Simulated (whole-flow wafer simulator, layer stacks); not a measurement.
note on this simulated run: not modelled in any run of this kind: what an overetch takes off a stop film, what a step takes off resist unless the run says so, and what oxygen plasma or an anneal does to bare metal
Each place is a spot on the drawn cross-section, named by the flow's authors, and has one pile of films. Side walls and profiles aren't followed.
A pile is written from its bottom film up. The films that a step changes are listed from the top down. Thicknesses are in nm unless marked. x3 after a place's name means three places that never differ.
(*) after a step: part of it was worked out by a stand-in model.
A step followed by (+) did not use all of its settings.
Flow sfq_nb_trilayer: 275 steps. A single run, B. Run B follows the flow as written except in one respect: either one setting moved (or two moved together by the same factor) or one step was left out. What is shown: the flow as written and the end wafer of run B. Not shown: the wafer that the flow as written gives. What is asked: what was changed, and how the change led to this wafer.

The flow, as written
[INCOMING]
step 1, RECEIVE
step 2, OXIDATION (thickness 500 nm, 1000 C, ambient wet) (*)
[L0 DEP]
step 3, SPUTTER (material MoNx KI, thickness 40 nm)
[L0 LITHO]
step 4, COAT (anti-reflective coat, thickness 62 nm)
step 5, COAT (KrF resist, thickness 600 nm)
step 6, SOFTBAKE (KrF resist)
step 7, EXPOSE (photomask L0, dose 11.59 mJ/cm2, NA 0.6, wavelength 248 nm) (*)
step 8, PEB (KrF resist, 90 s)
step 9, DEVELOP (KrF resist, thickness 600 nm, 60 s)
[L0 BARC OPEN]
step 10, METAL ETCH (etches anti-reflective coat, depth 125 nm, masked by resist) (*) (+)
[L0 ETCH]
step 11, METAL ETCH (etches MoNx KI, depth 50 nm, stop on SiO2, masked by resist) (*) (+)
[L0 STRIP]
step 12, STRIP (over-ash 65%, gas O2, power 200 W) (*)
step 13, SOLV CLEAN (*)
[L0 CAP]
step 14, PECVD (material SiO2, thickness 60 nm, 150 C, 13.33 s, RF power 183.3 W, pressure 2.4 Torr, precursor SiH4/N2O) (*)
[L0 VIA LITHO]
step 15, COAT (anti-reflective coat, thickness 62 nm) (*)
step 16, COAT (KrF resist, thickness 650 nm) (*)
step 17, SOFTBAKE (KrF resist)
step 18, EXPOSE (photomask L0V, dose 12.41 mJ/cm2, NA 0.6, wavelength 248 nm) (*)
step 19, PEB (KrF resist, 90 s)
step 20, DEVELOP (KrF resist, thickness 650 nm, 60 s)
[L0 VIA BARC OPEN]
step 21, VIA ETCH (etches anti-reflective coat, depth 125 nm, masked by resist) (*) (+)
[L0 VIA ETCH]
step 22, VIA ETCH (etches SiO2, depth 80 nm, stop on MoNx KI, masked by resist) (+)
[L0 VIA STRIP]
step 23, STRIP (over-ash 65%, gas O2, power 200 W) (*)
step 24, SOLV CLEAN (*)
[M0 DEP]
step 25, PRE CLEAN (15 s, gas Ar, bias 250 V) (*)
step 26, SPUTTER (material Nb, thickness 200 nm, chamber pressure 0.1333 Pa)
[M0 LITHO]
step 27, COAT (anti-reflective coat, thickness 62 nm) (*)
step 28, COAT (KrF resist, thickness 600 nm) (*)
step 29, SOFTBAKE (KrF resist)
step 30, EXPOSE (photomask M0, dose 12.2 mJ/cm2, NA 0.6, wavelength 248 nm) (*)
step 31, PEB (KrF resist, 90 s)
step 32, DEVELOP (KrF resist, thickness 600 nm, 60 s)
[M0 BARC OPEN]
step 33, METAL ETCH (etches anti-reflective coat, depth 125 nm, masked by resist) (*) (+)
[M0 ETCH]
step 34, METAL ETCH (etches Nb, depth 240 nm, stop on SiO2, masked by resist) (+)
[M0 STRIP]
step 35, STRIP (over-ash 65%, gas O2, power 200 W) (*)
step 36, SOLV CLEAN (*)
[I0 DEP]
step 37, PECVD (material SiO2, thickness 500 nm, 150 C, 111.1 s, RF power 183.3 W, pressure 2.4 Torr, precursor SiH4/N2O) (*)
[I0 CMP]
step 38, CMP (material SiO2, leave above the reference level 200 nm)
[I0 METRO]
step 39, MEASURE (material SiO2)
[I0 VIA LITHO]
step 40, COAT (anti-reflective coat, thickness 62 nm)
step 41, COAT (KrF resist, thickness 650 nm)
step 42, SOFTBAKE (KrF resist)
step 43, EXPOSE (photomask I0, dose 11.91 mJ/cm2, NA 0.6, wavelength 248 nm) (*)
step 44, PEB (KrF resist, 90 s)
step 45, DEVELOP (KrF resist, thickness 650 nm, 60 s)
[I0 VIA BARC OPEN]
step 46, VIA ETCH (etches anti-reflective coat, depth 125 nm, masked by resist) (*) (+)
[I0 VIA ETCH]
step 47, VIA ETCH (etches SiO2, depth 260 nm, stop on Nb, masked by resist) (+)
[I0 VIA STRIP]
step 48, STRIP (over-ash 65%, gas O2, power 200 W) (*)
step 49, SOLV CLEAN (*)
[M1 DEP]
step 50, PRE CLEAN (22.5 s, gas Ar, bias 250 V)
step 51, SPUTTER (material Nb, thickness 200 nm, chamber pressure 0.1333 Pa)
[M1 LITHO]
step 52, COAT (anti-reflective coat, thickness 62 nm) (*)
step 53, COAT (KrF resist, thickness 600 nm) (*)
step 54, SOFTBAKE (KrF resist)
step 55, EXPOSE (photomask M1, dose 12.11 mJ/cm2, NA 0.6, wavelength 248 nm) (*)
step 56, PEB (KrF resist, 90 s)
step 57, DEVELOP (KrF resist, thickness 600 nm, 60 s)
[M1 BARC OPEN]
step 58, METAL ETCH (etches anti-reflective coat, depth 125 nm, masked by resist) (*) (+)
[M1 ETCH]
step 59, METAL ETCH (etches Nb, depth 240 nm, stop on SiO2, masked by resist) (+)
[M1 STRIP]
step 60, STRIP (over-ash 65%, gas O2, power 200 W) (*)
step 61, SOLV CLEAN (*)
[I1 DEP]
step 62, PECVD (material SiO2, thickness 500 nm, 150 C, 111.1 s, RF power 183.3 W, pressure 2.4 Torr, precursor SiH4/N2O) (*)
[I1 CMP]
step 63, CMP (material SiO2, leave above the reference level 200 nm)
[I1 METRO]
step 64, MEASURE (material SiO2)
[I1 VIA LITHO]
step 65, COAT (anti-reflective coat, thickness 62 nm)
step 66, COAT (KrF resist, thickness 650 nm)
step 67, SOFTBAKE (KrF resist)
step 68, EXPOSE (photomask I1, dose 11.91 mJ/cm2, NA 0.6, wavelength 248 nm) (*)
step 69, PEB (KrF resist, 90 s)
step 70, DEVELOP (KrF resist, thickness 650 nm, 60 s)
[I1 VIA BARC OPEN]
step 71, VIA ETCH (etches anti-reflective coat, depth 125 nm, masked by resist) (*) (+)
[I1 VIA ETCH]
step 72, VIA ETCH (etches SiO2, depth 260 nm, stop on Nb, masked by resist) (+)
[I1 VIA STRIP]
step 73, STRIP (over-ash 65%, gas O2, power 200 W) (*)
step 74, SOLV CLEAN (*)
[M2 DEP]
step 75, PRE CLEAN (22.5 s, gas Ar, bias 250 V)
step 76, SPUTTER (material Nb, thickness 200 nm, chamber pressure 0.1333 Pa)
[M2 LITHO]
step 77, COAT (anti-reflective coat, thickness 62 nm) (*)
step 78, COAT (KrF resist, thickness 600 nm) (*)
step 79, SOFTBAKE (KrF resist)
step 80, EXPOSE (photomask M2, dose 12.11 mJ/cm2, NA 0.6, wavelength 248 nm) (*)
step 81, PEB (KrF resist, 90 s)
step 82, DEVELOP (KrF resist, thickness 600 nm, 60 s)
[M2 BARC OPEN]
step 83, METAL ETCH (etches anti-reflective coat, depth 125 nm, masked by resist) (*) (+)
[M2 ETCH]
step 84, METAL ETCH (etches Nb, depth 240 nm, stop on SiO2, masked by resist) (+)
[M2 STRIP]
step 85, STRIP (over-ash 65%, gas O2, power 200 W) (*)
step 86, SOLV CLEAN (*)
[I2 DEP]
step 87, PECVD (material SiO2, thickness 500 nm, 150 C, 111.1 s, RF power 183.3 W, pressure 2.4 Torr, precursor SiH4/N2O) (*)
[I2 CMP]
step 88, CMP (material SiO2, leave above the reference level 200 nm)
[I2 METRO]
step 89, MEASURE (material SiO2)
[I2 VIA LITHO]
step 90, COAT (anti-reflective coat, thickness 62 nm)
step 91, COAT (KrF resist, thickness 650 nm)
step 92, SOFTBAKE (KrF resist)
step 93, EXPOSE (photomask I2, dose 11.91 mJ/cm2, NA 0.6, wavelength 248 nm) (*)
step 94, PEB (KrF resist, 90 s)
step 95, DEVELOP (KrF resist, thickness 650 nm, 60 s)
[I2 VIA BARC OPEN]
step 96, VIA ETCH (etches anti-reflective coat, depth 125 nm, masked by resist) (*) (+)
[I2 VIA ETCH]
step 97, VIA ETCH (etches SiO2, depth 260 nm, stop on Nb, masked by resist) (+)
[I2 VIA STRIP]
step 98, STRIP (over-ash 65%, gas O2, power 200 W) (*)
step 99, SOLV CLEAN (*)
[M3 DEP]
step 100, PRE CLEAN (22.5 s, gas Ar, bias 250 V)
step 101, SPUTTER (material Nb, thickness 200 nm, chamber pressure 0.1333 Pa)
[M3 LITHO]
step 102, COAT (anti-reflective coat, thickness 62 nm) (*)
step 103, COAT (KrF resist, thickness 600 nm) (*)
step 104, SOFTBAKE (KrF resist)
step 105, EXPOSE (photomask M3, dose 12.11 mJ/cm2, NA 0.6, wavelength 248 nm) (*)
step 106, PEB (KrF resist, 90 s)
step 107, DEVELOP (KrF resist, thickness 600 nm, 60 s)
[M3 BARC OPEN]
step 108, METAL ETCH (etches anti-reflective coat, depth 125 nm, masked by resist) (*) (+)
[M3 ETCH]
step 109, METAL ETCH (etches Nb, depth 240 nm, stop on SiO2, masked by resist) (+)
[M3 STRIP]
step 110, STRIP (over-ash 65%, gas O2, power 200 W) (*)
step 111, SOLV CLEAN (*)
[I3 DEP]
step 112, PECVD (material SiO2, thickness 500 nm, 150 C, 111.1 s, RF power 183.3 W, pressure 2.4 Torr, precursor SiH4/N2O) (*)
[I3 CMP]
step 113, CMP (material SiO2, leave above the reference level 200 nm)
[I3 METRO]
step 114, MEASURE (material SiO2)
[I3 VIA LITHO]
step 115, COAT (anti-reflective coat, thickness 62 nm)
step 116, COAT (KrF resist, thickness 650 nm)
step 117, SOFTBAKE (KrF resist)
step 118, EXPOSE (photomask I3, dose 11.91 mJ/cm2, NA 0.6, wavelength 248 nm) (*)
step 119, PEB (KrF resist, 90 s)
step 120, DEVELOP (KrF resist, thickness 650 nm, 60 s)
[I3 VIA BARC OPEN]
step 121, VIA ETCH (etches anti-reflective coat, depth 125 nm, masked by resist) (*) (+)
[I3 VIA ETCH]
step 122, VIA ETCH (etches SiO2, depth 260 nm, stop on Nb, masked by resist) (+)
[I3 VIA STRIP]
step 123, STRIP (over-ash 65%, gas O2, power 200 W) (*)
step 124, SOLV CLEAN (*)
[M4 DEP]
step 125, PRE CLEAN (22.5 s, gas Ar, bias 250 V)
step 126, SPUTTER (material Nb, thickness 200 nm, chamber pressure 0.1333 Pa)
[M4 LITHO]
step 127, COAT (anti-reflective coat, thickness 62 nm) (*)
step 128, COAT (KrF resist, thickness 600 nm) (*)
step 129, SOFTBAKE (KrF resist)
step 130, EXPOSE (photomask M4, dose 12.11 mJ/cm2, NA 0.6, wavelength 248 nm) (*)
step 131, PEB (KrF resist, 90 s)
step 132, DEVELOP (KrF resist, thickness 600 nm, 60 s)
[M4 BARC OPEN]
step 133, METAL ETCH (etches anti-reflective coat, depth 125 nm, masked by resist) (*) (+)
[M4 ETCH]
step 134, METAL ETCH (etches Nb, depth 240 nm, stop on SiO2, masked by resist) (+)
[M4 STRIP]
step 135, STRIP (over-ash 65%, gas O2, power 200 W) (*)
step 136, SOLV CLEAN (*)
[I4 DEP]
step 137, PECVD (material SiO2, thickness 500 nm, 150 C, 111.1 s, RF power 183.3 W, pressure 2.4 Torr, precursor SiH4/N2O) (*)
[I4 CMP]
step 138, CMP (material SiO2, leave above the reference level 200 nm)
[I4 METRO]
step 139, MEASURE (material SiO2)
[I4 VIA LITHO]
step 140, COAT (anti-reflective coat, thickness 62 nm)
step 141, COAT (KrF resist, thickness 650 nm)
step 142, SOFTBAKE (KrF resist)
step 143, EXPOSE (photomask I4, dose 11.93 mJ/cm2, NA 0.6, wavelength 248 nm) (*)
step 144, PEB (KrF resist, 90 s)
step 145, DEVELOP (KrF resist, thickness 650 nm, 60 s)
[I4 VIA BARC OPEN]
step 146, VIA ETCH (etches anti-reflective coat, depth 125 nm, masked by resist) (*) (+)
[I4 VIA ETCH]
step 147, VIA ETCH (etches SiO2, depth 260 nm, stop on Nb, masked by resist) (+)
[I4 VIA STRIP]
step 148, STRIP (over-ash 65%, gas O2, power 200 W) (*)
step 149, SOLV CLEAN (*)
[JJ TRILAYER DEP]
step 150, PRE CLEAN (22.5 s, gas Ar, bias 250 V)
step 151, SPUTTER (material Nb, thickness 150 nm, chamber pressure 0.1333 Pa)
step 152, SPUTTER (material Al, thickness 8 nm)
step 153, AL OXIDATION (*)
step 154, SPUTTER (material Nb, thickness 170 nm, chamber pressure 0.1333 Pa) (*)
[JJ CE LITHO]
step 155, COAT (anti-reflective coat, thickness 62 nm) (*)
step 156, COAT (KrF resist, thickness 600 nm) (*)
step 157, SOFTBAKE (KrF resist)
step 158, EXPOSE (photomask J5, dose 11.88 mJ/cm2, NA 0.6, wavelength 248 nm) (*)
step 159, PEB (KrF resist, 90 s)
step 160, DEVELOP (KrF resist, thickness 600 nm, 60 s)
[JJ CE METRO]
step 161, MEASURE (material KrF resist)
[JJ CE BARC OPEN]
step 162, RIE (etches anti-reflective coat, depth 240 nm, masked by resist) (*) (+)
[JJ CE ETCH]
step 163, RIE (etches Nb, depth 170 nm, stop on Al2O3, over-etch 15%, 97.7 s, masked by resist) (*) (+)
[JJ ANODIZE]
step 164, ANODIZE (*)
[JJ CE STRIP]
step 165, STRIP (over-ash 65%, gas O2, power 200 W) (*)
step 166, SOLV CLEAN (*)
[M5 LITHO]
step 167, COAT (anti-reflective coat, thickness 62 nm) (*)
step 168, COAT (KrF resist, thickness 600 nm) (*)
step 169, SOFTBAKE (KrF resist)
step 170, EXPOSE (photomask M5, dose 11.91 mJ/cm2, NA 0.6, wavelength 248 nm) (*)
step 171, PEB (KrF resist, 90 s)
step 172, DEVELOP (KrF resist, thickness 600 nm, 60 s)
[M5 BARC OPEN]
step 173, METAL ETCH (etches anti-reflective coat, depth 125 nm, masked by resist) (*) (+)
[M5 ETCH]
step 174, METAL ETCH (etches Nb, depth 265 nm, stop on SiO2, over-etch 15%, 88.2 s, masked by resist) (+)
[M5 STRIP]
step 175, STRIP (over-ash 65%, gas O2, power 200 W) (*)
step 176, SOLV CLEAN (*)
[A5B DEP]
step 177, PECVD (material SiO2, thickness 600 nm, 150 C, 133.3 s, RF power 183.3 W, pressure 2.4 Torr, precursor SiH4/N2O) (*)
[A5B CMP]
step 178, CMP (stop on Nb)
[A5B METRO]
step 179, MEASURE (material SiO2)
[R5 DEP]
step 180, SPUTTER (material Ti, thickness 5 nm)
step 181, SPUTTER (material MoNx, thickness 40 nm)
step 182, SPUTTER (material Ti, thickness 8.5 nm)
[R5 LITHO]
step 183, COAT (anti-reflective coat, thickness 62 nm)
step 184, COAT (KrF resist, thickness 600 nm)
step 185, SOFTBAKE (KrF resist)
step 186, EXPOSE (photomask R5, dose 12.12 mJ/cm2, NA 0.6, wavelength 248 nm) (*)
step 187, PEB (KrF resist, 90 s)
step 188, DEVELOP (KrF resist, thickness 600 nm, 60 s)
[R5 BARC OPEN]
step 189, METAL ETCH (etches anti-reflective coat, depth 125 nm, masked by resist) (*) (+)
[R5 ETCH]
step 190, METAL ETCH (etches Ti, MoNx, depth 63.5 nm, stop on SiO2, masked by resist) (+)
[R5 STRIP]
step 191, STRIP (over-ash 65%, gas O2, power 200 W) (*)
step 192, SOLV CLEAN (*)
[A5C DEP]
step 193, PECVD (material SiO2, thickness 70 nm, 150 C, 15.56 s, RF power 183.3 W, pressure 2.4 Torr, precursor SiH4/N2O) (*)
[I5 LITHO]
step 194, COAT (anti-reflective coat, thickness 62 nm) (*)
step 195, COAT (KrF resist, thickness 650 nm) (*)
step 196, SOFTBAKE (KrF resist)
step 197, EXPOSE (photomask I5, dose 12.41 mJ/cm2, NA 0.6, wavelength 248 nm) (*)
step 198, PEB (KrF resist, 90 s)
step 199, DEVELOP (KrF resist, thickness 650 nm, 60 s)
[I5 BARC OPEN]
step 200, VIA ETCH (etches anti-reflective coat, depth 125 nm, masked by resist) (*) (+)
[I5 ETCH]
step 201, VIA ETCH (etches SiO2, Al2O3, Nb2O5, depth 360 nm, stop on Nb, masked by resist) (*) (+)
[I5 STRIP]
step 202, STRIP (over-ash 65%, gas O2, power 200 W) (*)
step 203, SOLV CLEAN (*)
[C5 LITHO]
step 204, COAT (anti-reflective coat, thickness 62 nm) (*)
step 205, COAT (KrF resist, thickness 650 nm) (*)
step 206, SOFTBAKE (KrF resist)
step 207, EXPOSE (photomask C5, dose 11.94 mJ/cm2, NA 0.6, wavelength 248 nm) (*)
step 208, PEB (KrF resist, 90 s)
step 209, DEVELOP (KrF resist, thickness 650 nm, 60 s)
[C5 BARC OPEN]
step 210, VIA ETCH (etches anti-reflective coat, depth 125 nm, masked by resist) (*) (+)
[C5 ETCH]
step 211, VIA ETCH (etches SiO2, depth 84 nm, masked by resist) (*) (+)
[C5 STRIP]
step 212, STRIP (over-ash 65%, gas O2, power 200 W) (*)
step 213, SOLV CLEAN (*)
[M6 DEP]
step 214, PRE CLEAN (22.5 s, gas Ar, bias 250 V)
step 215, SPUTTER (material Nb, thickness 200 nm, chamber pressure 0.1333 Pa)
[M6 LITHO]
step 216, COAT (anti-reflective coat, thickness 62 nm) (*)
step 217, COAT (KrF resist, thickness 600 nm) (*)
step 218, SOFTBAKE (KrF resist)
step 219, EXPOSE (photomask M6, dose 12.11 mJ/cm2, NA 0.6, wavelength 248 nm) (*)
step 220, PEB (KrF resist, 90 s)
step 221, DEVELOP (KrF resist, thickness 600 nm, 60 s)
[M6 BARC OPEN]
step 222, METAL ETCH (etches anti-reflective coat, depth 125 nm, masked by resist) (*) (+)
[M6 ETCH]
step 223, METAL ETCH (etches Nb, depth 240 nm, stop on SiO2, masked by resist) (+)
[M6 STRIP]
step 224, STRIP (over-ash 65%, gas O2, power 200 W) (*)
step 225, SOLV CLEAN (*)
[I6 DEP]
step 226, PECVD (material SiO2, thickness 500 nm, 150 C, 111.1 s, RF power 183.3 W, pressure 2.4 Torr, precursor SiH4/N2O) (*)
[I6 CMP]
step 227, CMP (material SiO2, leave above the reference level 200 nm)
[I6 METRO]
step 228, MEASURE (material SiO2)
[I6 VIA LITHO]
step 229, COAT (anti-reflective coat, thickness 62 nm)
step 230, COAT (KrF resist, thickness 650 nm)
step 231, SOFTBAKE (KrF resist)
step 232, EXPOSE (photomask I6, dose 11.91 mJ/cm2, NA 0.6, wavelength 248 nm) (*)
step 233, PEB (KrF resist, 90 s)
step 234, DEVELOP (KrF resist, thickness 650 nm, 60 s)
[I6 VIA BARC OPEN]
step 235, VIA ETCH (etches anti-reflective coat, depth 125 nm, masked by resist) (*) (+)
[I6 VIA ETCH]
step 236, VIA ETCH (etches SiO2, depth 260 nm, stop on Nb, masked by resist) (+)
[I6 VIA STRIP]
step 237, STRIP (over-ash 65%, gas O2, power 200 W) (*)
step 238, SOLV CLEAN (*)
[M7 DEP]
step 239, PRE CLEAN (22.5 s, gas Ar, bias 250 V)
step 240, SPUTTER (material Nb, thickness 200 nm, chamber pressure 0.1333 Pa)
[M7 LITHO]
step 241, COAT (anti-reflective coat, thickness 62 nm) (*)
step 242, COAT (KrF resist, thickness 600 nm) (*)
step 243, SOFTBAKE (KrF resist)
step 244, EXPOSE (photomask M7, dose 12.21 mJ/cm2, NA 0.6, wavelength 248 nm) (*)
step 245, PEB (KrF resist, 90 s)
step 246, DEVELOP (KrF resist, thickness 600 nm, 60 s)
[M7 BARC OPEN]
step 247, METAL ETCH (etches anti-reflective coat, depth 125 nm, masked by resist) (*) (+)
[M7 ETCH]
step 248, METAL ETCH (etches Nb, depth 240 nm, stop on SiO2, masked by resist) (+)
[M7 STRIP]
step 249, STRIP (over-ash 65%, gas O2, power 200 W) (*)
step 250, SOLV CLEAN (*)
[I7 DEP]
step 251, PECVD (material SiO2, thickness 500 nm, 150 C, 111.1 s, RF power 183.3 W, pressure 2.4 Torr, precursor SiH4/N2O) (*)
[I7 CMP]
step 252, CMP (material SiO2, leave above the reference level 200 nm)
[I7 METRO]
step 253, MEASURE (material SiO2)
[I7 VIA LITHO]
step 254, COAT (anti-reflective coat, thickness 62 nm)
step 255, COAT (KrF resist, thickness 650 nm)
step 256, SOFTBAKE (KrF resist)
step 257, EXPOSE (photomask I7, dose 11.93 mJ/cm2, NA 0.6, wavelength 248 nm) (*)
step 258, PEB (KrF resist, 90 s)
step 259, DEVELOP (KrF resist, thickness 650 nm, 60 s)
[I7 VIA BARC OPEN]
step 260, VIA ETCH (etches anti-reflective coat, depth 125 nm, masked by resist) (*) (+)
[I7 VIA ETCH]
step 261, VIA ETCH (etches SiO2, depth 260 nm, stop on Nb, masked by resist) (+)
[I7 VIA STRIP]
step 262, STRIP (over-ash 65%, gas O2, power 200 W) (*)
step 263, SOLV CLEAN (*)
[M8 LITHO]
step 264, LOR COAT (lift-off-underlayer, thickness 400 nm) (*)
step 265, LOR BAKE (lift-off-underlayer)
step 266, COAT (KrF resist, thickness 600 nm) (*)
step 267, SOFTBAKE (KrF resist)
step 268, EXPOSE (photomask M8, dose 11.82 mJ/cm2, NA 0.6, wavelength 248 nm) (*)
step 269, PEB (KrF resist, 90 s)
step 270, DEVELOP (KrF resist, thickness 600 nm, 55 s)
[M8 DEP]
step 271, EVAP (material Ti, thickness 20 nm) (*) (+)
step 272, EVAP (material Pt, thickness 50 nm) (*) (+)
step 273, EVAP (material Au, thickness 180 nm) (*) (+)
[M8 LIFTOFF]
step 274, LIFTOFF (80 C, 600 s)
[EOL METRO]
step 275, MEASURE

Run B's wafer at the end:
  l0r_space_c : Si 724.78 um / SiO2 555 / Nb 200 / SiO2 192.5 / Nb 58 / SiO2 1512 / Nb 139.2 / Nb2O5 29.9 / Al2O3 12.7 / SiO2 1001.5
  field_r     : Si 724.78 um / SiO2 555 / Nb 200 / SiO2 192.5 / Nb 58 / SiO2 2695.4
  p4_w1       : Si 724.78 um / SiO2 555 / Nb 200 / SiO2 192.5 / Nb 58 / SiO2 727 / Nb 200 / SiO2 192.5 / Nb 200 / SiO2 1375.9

The reason: step 59, METAL ETCH: depth 142 nm was run, whereas the flow has depth 240 nm.

The path from the change to this, step by step:
  step 59, METAL ETCH (etches Nb, depth 240 nm, stop on SiO2, masked by resist) (+)
      field_l, be, be_sur and 79 more: -142 Nb (in the flow as written it would be: -200 Nb (all of it))
      v_sur, via_wl, via_w and 21 more: -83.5 KrF resist (in the flow as written it would be: -141.2 KrF resist)
  step 60, STRIP (over-ash 65%, gas O2, power 200 W) (*)
      wl_j_sl, wl_jj, wl_j_sr and 13 more: -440 KrF resist (all of it), -62 anti-reflective coat (all of it) (in the flow as written it would be: -382.4 KrF resist (all of it), -62 anti-reflective coat (all of it))
      v_sur: -423.5 KrF resist (all of it), -61.1 anti-reflective coat (all of it) (in the flow as written it would be: -365.9 KrF resist (all of it), -61.1 anti-reflective coat (all of it))
      (as well as at 7 more places)
  step 62, PECVD (material SiO2, thickness 500 nm, 150 C, 111.1 s, RF power 183.3 W, pressure 2.4 Torr, precursor SiH4/N2O) (*)
      field_l, be, be_sur and 72 more: +500 SiO2 (new film) (in the flow as written it would be: +500 SiO2)
      lsp_m, ln_m6, lsp_r, l0_sur, l0v: +500 SiO2 (new film) (in the flow as written it would be: +494.9 SiO2)
      (as well as at 2 more places)
  step 63, CMP (material SiO2, leave above the reference level 200 nm)
      field_l, be, be_sur and 72 more: -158 SiO2 (in the flow as written it would be: -100 SiO2)
      lsp_m, ln_m6, lsp_r, l0_sur, l0v: -158 SiO2 (in the flow as written it would be: -94.9 SiO2)
If metal films that touch count as one body, l0r_space_c has 3 bodies (between them, from the top down: SiO2 1512; SiO2 192.5); the flow as written gives 2 bodies (between them, from the top down: SiO2 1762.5).
If metal films that touch count as one body, field_r has 2 bodies (between them, from the top down: SiO2 192.5); the flow as written gives 1 body.
If metal films that touch count as one body, p4_w1 has 4 bodies (between them, from the top down: SiO2 192.5; SiO2 727; SiO2 192.5); the flow as written gives 3 bodies (between them, from the top down: SiO2 192.5; SiO2 977.5).
